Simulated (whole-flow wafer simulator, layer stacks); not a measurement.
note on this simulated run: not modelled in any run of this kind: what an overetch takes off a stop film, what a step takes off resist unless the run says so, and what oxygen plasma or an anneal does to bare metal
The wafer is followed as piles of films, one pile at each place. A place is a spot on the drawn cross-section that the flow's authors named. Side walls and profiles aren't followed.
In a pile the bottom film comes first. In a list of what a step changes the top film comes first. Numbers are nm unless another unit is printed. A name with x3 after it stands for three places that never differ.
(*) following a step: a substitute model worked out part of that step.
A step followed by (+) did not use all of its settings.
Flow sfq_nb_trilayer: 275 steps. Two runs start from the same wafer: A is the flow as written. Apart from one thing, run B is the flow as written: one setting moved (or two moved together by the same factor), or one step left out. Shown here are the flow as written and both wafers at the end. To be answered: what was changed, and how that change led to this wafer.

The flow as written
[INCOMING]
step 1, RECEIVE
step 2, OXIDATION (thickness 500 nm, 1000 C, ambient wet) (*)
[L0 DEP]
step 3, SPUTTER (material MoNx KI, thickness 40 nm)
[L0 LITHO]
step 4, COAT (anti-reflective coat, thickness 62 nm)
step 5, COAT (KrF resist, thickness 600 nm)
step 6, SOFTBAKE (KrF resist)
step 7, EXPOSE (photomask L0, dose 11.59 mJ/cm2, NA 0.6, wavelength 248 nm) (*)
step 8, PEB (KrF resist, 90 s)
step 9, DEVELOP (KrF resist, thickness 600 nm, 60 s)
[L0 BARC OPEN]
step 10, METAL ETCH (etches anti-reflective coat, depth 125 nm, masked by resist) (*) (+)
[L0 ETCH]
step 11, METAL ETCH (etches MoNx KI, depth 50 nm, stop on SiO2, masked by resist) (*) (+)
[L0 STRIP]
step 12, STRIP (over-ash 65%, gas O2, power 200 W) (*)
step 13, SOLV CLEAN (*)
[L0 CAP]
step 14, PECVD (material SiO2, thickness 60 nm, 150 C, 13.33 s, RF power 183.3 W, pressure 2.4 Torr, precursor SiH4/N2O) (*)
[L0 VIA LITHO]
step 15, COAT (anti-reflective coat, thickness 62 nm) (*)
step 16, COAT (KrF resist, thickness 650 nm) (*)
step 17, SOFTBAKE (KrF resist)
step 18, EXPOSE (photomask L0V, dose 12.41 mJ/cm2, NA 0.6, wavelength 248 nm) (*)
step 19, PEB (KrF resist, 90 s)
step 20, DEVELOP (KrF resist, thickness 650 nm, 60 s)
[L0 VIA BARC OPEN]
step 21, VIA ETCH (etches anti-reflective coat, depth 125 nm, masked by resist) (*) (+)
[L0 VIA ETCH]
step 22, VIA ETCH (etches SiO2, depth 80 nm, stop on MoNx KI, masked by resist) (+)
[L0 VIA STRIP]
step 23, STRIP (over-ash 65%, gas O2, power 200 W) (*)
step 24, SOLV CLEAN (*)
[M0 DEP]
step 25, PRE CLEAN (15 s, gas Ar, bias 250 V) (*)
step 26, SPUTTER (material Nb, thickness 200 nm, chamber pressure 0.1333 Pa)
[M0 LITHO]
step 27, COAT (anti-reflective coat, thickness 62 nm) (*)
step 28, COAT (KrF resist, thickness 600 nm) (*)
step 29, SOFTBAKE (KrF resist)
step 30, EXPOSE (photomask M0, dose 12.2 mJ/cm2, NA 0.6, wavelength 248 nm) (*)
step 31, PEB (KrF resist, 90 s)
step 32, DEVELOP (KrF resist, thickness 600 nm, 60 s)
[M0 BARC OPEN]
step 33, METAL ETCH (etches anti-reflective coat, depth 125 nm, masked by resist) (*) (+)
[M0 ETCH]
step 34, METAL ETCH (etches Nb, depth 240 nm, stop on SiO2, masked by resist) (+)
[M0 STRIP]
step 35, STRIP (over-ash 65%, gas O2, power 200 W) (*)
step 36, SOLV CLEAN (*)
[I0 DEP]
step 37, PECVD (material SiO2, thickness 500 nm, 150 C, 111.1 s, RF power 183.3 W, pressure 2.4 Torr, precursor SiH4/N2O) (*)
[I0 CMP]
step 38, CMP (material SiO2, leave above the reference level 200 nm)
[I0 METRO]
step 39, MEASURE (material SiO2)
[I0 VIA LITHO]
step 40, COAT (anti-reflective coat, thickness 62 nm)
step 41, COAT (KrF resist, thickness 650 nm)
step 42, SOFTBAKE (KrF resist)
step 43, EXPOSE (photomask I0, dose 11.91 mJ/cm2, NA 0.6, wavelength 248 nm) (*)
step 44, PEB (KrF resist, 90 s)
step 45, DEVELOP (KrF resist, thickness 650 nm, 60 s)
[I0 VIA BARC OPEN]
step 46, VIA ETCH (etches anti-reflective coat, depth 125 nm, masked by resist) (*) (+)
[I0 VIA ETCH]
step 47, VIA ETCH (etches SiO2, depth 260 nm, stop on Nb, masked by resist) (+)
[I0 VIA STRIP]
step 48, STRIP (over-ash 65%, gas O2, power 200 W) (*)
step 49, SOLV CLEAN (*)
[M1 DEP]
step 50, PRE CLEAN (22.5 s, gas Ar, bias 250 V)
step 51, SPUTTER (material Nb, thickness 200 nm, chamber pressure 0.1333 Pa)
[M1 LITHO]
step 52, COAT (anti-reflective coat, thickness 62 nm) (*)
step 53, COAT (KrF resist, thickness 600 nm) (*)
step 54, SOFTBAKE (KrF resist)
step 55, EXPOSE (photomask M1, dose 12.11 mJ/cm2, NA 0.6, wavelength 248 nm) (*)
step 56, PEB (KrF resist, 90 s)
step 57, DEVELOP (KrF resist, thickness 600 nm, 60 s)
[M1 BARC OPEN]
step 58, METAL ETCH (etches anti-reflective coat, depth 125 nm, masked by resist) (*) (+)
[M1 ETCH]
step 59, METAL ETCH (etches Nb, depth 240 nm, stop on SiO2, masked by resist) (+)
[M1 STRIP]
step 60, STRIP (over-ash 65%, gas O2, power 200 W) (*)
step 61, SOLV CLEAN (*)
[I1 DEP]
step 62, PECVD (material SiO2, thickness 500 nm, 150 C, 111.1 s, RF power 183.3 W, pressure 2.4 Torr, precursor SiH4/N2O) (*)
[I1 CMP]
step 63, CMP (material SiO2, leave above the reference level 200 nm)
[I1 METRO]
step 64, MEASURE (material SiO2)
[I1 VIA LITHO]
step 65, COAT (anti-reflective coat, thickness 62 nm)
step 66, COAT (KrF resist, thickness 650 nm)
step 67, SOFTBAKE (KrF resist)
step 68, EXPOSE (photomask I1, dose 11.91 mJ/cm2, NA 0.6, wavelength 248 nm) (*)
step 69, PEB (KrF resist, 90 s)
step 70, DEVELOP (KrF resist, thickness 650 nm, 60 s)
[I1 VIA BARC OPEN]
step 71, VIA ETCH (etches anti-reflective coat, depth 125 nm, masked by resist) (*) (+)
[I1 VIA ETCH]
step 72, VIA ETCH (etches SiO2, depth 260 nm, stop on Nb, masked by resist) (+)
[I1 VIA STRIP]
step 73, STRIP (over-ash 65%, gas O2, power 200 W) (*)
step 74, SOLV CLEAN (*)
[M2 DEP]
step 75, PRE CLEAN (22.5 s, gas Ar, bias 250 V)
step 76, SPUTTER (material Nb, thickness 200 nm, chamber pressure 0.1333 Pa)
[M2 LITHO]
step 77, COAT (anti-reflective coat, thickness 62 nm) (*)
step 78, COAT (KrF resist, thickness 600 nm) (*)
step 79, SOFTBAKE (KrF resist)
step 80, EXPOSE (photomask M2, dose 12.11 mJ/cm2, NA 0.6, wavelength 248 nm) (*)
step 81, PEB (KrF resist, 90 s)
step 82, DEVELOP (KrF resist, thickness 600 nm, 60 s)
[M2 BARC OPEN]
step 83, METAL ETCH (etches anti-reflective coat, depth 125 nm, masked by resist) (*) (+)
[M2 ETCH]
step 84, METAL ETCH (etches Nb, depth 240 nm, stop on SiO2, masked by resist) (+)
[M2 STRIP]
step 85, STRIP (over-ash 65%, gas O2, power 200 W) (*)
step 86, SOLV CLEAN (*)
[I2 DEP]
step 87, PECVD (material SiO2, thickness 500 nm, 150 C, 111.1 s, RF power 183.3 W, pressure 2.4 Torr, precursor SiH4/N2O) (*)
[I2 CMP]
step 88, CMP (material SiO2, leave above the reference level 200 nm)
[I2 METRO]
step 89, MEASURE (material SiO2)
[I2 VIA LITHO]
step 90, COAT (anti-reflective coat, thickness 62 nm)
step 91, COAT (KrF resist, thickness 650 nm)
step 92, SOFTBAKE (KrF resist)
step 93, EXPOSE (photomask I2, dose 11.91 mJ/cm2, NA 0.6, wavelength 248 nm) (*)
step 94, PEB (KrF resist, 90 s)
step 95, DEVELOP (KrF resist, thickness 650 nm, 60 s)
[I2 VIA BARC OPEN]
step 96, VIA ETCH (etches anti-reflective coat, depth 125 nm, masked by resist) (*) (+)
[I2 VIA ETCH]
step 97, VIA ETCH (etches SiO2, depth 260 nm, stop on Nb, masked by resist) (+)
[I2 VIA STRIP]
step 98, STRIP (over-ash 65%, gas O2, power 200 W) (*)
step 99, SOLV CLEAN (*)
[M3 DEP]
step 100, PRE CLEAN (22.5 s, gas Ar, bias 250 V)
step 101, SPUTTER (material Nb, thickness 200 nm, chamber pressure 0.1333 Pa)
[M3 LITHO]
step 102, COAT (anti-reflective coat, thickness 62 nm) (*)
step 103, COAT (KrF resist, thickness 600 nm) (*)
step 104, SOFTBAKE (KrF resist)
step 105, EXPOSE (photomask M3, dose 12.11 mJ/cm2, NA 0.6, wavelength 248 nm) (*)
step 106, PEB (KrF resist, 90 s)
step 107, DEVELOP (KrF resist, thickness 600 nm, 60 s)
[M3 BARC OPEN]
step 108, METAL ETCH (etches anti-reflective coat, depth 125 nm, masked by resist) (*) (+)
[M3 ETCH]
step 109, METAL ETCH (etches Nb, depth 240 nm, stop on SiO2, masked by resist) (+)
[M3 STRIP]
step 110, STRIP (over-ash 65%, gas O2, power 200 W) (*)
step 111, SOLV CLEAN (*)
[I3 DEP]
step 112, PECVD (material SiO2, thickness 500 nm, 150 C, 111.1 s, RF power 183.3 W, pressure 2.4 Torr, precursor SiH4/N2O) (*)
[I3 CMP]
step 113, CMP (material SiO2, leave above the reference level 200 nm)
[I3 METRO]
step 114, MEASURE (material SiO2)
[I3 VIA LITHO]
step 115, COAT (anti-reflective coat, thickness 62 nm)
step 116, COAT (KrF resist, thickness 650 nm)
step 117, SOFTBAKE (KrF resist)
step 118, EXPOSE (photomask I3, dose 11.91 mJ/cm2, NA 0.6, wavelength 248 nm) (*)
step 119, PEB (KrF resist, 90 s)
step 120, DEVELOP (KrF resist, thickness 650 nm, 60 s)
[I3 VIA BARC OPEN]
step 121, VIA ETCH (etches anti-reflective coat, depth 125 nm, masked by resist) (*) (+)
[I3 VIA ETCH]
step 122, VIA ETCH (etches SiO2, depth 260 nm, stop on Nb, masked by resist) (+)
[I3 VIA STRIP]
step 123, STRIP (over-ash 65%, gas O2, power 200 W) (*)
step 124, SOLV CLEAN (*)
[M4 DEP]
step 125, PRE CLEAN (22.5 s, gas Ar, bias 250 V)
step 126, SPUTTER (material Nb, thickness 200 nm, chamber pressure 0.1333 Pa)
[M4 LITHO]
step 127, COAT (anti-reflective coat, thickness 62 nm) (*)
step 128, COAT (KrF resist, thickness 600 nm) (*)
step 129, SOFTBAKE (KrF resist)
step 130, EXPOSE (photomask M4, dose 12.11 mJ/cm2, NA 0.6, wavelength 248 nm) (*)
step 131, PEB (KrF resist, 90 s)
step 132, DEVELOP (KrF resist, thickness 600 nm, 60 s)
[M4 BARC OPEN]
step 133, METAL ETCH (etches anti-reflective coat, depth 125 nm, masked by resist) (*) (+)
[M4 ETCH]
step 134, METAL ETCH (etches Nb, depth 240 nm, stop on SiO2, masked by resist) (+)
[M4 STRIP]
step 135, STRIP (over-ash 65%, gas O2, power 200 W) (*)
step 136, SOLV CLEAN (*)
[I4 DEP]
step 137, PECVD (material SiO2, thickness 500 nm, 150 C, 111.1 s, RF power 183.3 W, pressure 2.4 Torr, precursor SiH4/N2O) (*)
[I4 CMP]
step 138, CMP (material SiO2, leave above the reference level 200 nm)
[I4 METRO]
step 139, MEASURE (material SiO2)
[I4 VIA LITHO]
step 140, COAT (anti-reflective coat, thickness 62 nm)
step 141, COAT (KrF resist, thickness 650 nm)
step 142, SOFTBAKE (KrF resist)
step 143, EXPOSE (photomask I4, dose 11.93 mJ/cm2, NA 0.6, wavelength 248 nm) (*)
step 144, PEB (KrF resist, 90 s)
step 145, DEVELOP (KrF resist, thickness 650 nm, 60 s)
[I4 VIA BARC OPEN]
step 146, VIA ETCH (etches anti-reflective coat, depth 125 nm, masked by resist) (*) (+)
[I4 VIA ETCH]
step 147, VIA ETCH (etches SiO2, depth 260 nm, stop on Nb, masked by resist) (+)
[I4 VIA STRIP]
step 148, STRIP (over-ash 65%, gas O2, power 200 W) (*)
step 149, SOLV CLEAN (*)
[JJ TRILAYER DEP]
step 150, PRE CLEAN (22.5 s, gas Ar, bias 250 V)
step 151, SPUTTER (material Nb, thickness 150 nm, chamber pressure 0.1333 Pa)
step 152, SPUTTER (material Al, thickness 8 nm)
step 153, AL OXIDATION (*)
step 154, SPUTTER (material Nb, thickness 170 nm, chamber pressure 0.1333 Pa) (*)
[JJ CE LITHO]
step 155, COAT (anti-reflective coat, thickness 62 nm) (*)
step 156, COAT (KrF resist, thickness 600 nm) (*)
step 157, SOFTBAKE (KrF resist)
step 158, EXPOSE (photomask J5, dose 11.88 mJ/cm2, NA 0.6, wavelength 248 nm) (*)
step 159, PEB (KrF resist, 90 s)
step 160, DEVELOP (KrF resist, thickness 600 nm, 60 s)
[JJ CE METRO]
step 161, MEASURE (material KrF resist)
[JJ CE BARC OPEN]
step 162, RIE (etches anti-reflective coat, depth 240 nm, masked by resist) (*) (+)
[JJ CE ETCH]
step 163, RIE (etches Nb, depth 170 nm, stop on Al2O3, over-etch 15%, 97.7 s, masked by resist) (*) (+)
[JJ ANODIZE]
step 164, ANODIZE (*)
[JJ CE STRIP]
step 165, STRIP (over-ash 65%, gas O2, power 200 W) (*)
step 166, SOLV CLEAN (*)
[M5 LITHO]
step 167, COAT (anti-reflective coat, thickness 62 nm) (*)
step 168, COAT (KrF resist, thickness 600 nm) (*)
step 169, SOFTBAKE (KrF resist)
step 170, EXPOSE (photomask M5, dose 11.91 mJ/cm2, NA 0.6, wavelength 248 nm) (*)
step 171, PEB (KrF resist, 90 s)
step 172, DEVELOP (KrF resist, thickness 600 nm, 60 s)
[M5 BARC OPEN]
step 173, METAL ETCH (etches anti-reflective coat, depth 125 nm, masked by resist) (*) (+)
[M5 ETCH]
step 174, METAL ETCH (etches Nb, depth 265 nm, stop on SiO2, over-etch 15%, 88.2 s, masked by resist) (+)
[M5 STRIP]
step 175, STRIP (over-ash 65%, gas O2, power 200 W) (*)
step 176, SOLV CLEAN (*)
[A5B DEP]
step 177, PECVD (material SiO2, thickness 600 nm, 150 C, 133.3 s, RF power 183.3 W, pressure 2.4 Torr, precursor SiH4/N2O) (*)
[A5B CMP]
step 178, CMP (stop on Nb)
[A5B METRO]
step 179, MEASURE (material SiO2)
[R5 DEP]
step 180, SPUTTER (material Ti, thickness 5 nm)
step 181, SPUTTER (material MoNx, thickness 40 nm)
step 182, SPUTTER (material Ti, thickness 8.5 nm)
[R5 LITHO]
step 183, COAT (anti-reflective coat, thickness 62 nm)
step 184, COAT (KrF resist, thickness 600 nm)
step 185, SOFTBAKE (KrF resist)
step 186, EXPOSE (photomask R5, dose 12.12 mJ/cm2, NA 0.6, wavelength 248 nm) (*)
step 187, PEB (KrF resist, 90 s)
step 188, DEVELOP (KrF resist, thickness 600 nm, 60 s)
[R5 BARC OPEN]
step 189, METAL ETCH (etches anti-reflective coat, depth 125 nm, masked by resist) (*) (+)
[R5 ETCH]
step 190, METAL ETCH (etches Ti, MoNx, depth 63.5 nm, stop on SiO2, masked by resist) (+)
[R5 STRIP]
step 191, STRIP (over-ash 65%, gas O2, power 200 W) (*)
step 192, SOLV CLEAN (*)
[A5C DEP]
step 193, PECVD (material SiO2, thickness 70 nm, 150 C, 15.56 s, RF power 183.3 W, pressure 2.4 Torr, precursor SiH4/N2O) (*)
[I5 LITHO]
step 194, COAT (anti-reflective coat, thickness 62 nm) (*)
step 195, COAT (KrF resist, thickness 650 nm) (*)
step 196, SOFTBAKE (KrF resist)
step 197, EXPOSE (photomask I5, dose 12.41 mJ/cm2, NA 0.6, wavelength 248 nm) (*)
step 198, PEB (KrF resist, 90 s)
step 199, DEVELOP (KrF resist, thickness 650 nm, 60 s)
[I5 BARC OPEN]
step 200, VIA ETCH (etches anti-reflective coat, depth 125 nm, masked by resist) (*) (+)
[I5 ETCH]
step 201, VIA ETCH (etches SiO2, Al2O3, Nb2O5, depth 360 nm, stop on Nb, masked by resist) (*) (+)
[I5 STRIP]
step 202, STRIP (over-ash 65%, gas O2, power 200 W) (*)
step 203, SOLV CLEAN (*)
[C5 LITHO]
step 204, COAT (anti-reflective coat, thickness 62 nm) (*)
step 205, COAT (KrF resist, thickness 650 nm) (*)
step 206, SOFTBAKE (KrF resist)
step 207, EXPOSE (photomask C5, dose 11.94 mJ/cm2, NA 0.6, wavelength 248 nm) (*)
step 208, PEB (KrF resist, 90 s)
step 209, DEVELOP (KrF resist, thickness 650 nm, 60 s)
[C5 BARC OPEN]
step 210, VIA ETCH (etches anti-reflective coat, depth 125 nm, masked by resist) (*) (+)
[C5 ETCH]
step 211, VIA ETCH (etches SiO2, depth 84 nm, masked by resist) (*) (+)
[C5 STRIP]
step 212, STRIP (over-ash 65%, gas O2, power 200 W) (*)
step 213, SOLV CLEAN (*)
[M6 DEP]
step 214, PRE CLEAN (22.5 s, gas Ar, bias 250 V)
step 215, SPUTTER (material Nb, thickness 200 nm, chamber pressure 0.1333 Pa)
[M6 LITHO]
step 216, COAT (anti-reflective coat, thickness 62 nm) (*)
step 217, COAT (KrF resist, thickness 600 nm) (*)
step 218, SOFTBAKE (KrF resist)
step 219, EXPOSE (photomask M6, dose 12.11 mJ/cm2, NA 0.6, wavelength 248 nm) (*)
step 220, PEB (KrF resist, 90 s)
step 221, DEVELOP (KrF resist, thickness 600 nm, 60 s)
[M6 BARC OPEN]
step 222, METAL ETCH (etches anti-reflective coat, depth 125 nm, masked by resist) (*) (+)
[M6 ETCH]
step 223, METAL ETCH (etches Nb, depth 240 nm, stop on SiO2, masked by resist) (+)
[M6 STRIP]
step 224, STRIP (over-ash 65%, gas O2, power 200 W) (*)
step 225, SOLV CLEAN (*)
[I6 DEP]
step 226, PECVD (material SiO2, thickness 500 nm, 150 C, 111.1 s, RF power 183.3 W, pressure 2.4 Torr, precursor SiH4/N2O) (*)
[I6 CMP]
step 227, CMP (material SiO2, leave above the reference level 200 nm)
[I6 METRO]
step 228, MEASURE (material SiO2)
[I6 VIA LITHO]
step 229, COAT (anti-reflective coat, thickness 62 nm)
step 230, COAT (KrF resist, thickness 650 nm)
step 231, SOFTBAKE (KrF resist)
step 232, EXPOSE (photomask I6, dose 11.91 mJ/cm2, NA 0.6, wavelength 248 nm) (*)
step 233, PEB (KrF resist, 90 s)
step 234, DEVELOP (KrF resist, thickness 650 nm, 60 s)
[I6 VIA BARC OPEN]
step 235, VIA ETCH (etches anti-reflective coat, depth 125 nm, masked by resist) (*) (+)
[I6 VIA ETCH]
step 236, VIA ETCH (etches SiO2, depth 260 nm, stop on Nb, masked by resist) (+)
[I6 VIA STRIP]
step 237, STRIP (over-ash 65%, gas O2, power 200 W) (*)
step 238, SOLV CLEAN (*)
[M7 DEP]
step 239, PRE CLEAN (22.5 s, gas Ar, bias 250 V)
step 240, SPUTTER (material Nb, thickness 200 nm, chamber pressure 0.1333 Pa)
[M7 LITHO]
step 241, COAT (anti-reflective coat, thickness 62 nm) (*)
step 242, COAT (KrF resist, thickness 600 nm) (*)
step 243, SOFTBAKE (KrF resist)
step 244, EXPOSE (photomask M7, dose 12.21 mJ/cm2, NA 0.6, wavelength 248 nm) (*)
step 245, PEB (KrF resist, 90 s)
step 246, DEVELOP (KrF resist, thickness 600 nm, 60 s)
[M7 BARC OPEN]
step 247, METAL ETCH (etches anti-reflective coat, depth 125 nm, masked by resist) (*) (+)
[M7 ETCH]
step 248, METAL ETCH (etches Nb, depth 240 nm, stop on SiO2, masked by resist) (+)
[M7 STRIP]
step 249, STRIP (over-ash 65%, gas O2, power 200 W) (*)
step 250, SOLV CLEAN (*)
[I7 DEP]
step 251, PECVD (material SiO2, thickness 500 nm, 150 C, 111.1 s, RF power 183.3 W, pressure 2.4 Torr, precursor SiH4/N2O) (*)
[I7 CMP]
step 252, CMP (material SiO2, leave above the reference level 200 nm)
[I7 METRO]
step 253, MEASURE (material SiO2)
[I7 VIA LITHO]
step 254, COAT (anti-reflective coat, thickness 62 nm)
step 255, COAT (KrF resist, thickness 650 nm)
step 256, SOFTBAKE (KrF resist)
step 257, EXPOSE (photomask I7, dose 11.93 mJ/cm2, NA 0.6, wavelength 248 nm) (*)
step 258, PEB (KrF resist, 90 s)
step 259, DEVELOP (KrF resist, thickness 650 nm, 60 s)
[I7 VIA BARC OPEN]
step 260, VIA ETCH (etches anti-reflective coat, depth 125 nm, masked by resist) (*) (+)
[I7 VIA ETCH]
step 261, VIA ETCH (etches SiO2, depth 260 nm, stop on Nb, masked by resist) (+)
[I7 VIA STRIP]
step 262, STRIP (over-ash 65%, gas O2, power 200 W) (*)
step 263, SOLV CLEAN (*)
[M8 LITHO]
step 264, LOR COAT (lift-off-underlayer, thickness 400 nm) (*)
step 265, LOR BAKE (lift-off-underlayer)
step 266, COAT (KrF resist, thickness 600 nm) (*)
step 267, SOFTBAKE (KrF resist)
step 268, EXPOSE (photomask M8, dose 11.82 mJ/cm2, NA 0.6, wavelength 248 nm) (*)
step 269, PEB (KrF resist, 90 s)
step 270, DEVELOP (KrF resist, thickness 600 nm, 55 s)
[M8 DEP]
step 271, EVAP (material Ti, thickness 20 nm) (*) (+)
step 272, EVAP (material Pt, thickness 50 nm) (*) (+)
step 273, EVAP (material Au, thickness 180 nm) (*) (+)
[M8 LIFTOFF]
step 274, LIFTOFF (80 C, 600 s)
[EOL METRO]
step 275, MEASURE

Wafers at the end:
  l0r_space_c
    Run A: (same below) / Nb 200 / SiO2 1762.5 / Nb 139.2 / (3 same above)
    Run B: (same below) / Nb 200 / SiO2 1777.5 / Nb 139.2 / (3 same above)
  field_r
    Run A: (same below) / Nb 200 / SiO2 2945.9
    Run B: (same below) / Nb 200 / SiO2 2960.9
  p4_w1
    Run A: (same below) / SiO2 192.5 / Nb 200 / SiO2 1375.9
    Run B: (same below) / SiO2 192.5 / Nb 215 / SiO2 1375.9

The reason: step 126, SPUTTER: thickness 215 nm was run, while the flow as written has thickness 200 nm.
The wafer itself shows it: p4_w1 has Nb 215, and step 126 as written asks for 200 nm.

How this came from the change, step by step:
  step 126, SPUTTER (material Nb, thickness 200 nm, chamber pressure 0.1333 Pa)
      field_l, v_sur, via_wl and 102 more: A Nb gains 200 (new film) | B Nb gains 215 (new film)
      via_v: A Nb gains 165.5 | B Nb gains 178.1
  step 134, METAL ETCH (etches Nb, depth 240 nm, stop on SiO2, masked by resist) (+)
      field_l, be, be_sur and 64 more: A Nb loses 200 (all of it) | B Nb loses 215 (all of it)
  step 137, PECVD (material SiO2, thickness 500 nm, 150 C, 111.1 s, RF power 183.3 W, pressure 2.4 Torr, precursor SiH4/N2O) (*)
      p3_s0, p3_s1, p3_s2, p3_s3, p3_s4, p3_s5: A SiO2 gains 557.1 | B SiO2 gains 572.1
  step 138, CMP (material SiO2, leave above the reference level 200 nm)
      field_l, be, be_sur and 55 more: A SiO2 loses 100 | B SiO2 loses 85
      lsp_r, l0_sur, l0v: A SiO2 loses 91.9 | B SiO2 loses 76.3
